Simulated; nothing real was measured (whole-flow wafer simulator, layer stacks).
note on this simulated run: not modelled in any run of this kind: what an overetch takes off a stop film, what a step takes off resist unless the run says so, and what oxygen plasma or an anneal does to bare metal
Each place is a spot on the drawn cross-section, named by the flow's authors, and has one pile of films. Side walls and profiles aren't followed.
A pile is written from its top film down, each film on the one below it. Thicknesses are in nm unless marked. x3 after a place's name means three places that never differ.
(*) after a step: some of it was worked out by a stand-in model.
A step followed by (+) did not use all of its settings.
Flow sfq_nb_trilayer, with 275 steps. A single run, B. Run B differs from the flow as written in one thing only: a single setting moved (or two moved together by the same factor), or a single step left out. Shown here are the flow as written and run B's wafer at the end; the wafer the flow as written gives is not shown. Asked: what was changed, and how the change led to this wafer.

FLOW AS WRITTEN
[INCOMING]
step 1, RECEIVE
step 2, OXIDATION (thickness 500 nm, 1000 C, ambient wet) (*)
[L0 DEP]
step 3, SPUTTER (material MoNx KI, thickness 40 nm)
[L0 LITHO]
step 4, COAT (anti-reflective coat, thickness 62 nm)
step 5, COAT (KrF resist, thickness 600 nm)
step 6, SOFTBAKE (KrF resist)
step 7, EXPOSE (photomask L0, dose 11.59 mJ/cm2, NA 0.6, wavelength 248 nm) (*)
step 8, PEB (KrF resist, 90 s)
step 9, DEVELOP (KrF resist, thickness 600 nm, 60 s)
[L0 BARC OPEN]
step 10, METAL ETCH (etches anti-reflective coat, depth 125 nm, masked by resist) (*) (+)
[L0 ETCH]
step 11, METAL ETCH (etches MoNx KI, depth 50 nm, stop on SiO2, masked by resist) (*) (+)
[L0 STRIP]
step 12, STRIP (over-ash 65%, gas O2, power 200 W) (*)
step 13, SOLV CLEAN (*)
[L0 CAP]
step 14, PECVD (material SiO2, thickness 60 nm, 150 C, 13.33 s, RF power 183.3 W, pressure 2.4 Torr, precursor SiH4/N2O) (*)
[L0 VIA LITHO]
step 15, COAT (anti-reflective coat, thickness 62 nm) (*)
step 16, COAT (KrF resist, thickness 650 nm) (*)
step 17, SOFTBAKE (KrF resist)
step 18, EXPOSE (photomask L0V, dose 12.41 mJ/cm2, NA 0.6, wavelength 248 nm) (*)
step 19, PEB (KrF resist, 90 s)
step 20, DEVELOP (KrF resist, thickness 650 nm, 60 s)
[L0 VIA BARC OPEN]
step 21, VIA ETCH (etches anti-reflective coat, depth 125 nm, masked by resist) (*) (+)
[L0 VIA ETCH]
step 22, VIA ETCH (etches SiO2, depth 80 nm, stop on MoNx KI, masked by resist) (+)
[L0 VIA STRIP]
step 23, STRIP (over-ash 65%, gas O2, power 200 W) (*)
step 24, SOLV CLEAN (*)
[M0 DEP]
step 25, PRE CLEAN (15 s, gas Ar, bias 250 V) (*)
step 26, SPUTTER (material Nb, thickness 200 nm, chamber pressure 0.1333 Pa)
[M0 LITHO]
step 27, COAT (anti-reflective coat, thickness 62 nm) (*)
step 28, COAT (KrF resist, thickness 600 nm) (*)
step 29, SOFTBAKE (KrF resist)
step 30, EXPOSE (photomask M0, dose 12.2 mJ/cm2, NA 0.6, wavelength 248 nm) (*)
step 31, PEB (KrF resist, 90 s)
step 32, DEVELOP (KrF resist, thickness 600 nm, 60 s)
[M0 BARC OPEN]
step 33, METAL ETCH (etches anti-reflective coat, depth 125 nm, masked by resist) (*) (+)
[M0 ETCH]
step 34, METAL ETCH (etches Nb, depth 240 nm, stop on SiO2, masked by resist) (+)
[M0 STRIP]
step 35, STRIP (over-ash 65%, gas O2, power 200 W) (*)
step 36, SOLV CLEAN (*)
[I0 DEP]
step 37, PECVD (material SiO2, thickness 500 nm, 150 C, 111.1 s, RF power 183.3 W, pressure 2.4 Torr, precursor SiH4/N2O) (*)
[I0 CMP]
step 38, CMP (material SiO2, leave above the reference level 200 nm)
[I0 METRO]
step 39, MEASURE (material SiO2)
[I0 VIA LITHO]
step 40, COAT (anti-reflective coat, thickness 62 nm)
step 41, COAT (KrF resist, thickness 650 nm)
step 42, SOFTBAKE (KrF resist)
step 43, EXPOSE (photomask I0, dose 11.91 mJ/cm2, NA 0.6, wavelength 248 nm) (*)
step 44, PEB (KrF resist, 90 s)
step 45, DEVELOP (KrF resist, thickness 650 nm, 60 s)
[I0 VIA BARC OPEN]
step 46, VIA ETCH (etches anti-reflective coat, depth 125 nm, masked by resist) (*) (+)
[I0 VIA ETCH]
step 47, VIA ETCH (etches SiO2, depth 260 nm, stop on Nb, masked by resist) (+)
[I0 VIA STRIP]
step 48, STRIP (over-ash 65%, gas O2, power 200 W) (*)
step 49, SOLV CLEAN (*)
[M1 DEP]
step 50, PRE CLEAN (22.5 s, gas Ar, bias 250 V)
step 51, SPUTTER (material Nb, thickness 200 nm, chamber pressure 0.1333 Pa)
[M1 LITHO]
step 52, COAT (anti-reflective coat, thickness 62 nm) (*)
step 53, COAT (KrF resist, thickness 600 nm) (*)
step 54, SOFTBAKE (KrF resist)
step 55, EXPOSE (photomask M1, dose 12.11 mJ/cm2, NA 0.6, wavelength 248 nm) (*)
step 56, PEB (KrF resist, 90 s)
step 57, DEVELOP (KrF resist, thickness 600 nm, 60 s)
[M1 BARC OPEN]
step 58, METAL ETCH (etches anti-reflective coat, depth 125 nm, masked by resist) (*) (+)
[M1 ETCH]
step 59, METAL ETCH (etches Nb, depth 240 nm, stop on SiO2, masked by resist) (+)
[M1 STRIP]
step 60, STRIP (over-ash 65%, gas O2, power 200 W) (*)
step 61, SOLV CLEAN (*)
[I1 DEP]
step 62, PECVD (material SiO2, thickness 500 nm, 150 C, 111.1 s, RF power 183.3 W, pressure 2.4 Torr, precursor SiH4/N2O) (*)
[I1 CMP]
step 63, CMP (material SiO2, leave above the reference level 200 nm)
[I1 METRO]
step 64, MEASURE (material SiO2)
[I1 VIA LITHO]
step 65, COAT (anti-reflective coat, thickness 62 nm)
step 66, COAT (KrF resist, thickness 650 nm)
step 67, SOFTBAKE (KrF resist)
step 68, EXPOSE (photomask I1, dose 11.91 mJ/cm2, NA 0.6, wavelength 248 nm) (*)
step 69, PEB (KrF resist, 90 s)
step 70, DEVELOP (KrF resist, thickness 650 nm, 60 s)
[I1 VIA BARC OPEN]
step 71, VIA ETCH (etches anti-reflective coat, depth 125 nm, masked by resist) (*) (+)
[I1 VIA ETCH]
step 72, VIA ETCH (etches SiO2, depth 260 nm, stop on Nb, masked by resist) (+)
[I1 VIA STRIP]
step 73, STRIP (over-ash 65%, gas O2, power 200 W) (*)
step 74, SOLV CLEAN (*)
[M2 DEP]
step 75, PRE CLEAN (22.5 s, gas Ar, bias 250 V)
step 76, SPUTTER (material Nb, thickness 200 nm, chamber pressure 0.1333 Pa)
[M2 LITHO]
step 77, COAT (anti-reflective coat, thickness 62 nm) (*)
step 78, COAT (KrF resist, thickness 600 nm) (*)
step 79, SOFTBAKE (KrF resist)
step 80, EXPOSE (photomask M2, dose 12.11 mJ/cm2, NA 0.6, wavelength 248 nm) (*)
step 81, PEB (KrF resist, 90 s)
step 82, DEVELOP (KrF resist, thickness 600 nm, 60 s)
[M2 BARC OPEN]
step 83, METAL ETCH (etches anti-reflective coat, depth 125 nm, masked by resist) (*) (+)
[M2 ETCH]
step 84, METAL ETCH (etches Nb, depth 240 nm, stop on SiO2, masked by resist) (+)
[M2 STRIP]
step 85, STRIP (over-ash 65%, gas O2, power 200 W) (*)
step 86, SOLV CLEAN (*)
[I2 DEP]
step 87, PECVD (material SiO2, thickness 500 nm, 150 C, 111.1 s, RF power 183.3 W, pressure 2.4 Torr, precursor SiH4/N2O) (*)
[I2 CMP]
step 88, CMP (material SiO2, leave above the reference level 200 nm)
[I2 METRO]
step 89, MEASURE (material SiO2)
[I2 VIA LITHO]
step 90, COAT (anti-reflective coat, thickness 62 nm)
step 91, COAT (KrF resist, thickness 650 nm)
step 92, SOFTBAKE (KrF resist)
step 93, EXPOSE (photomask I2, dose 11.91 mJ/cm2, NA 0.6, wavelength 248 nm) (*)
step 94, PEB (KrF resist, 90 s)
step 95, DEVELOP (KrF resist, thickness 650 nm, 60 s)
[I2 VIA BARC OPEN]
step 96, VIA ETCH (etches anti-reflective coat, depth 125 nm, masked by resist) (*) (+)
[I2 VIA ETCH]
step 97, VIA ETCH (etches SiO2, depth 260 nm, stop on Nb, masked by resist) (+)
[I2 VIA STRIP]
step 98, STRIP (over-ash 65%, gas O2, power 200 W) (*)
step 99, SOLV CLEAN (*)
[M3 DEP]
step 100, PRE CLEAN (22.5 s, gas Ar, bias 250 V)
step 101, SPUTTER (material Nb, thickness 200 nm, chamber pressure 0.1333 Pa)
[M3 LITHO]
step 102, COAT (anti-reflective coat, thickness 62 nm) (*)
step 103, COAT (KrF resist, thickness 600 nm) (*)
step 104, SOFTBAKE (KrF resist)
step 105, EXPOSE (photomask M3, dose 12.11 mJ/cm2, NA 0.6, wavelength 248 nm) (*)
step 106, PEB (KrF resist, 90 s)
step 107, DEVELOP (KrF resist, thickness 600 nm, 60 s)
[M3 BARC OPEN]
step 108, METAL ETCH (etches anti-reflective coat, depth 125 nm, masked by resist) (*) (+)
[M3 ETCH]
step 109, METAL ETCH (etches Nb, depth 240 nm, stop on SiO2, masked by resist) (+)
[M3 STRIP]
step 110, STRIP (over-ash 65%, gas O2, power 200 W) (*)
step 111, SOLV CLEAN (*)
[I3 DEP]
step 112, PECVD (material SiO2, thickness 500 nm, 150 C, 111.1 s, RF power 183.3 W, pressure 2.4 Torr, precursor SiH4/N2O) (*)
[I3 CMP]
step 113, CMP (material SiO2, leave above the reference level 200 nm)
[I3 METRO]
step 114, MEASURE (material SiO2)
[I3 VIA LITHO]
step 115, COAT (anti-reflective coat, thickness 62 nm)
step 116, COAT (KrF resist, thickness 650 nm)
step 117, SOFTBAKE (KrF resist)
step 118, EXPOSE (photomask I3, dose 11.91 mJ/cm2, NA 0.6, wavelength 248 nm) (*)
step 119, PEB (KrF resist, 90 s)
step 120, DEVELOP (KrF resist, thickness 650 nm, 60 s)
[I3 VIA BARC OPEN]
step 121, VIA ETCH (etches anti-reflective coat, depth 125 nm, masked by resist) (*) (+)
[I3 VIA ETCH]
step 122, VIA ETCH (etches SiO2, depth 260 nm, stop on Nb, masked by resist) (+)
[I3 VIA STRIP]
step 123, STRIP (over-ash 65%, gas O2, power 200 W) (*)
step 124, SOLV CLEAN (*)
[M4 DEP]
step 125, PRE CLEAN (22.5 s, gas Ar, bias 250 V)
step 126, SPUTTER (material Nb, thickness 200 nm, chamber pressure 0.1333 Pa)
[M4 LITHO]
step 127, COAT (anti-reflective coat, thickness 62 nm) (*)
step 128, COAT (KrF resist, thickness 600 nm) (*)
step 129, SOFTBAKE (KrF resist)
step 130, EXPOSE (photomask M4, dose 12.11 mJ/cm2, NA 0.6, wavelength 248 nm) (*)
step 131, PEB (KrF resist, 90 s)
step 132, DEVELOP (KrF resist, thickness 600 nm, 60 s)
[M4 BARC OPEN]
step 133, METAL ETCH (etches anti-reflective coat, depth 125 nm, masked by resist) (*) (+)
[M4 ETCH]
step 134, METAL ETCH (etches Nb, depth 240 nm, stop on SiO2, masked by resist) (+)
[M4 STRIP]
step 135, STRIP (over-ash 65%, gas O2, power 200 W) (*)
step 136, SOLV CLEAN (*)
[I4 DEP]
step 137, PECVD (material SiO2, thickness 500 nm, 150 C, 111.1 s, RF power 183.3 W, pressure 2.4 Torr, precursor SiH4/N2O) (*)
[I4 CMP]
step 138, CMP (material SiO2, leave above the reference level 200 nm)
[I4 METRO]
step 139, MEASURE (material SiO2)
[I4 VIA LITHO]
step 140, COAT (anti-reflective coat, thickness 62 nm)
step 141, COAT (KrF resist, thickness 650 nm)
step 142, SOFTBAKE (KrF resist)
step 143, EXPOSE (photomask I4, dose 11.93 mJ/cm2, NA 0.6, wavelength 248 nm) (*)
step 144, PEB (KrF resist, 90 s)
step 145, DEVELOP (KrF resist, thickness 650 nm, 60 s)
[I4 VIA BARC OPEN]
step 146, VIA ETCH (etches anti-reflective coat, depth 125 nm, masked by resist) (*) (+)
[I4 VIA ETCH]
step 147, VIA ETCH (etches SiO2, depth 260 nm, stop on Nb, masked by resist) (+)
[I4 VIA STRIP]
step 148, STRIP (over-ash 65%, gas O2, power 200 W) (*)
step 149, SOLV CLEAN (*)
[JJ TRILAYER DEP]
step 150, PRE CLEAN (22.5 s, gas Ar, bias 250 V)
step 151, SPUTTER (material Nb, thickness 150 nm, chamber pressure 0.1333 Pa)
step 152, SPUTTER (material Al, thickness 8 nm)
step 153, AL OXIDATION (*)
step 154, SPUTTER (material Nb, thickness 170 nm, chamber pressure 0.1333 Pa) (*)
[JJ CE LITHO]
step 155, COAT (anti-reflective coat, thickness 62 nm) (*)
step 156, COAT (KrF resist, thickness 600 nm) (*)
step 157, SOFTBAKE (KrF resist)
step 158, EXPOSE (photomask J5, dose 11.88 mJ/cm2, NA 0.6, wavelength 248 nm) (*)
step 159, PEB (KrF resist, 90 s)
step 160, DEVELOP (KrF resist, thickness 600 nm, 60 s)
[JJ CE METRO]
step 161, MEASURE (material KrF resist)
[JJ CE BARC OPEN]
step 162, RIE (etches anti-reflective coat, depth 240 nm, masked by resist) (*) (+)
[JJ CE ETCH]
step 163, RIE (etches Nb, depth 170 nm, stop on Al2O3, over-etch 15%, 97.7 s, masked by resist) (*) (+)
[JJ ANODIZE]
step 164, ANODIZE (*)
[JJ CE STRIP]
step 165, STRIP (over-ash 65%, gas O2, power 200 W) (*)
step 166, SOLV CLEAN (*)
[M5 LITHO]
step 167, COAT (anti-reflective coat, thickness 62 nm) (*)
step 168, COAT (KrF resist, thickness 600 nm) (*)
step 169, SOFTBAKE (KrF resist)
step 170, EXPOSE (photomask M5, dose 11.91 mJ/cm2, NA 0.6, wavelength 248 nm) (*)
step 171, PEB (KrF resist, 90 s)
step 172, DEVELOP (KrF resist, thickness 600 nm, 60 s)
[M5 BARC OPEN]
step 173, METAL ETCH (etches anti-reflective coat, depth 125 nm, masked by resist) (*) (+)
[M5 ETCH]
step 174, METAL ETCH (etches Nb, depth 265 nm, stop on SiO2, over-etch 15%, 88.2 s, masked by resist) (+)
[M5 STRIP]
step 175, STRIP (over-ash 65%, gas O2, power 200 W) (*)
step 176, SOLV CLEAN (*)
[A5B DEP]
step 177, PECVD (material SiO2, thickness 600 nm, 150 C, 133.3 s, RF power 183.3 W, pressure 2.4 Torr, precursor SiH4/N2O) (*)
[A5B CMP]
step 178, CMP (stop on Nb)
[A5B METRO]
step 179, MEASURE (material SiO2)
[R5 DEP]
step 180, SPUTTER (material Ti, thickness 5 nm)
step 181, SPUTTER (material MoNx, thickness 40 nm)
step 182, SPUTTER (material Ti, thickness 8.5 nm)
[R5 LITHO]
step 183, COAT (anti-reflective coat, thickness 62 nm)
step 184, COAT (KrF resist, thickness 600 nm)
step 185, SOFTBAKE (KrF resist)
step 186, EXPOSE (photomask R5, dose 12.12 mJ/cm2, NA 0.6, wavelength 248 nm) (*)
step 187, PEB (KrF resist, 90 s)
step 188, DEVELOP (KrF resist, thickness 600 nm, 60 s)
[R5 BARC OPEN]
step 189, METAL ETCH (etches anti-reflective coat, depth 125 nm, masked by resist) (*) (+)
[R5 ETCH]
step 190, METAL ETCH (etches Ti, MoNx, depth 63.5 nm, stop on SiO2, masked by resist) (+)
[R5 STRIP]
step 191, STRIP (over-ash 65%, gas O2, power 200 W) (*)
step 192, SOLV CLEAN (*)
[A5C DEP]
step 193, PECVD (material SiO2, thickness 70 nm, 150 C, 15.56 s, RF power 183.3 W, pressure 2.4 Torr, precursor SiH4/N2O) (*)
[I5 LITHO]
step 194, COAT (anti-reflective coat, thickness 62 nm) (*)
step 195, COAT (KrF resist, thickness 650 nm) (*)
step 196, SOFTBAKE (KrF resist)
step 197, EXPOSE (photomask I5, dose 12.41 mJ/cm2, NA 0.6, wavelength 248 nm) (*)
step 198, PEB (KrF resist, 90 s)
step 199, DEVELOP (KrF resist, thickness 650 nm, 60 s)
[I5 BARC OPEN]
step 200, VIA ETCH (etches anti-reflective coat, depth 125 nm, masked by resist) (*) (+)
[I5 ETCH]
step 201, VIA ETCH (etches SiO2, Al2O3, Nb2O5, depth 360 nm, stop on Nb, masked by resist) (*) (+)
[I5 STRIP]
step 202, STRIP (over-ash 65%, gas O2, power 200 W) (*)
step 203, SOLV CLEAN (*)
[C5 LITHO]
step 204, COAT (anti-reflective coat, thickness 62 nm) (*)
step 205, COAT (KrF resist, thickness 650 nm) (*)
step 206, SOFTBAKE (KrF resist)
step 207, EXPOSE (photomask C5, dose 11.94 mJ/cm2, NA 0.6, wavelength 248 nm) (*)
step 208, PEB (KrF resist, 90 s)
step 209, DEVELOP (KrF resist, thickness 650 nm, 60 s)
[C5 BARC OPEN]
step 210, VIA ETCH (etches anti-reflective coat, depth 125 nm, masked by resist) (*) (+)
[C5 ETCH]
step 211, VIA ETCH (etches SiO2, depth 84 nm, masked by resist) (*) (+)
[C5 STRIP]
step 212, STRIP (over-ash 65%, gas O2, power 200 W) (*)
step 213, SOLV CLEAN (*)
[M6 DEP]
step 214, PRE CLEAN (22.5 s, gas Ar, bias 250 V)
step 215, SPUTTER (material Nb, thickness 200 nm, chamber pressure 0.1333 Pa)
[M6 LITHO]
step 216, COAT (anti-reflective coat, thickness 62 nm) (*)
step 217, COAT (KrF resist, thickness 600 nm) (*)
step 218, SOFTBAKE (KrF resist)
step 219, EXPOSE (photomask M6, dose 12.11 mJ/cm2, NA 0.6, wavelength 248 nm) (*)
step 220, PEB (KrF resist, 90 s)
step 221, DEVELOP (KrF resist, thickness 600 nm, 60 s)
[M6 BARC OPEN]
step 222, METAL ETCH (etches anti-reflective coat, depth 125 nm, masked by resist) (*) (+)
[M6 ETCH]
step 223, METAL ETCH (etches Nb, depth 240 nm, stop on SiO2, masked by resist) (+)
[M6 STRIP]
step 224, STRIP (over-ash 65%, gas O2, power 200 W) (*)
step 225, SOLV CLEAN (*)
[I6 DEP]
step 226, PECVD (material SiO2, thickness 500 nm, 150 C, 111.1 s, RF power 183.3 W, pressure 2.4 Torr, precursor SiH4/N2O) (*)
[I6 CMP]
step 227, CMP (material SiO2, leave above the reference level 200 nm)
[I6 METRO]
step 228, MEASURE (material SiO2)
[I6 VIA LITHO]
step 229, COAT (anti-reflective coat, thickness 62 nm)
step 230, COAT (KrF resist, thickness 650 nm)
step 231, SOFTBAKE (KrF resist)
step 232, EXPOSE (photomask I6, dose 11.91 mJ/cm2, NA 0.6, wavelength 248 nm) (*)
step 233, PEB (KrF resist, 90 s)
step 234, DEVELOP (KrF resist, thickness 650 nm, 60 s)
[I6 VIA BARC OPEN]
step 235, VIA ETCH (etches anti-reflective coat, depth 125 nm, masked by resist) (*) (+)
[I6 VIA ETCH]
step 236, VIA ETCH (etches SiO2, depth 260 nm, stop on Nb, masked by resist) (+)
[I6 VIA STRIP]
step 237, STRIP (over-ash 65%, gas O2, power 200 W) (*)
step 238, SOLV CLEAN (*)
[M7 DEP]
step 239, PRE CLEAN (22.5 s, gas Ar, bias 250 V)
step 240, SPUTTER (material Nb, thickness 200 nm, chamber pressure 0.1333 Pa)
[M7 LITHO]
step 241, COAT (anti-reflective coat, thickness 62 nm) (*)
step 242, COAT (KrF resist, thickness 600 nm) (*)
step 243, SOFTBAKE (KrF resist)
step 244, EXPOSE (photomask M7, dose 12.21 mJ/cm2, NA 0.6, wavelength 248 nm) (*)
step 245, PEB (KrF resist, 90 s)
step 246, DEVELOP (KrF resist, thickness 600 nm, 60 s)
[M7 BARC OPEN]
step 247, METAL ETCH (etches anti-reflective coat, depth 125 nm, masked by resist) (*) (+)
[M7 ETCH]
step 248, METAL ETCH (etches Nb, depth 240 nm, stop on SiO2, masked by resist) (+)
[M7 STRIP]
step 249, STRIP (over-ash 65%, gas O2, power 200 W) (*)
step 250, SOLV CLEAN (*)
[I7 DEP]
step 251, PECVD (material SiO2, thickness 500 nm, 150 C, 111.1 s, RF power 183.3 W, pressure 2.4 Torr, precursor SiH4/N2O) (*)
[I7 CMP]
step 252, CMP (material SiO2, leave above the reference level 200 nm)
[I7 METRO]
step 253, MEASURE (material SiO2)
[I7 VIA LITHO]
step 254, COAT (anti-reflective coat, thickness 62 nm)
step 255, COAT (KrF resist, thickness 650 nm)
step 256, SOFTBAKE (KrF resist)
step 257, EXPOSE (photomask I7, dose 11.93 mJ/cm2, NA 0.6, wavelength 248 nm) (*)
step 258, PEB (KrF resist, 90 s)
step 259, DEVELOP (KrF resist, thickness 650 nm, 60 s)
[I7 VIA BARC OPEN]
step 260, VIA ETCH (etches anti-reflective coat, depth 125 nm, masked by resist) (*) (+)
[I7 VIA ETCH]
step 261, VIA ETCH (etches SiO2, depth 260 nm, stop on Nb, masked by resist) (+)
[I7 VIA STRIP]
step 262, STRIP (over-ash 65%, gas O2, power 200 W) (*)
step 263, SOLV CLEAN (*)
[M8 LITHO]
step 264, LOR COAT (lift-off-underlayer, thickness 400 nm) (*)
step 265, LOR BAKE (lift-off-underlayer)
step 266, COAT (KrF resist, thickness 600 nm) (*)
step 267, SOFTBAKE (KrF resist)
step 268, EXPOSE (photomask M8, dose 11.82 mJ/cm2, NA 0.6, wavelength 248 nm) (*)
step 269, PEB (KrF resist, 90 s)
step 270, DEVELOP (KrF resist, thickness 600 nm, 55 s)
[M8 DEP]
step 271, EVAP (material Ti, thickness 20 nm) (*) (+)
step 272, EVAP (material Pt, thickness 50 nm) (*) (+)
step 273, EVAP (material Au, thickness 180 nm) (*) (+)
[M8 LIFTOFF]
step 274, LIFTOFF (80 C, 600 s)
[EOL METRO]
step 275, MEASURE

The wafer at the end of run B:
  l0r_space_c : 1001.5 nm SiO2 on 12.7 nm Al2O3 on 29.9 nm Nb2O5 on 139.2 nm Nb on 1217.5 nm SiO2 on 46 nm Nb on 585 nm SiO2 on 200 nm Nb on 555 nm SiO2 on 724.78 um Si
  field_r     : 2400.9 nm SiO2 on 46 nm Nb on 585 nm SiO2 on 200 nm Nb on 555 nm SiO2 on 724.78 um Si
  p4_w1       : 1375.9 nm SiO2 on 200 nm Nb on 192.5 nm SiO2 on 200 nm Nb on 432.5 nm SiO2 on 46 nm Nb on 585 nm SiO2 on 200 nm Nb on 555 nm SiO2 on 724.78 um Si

Cause: step 76, SPUTTER: thickness 286 nm was run, whereas the flow has thickness 200 nm.

Step by step, how the change led to this:
  step 76, SPUTTER (material Nb, thickness 200 nm, chamber pressure 0.1333 Pa)
      field_l, v_sur, via_wl and 102 more: +286 Nb (new film) (it would be, as written: +200 Nb (new film))
      via_v: +250.8 Nb (it would be, as written: +174.5 Nb)
  step 84, METAL ETCH (etches Nb, depth 240 nm, stop on SiO2, masked by resist) (+)
      field_l, be, be_sur and 81 more: -240 Nb (it would be, as written: -200 Nb (all of it))
  step 87, PECVD (material SiO2, thickness 500 nm, 150 C, 111.1 s, RF power 183.3 W, pressure 2.4 Torr, precursor SiH4/N2O) (*)
      field_l, be, be_sur and 81 more: +500 SiO2 (new film) (it would be, as written: +500 SiO2)
      via_v: +591.2 SiO2 (new film) (it would be, as written: +606 SiO2 (new film))
  step 88, CMP (material SiO2, leave above the reference level 200 nm)
      field_l, be, be_sur and 81 more: -60 SiO2 (it would be, as written: -100 SiO2)
      via_v: -157.1 SiO2 (it would be, as written: -181.6 SiO2)
If metal films that touch count as one body, l0r_space_c has 3 bodies (between them, from the top down: SiO2 1217.5; SiO2 585); the flow as written gives 2 bodies (between them, from the top down: SiO2 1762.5).
If metal films that touch count as one body, field_r has 2 bodies (between them, from the top down: SiO2 585); the flow as written gives 1 body.
If metal films that touch count as one body, p4_w1 has 4 bodies (between them, from the top down: SiO2 192.5; SiO2 432.5; SiO2 585); the flow as written gives 3 bodies (between them, from the top down: SiO2 192.5; SiO2 977.5).
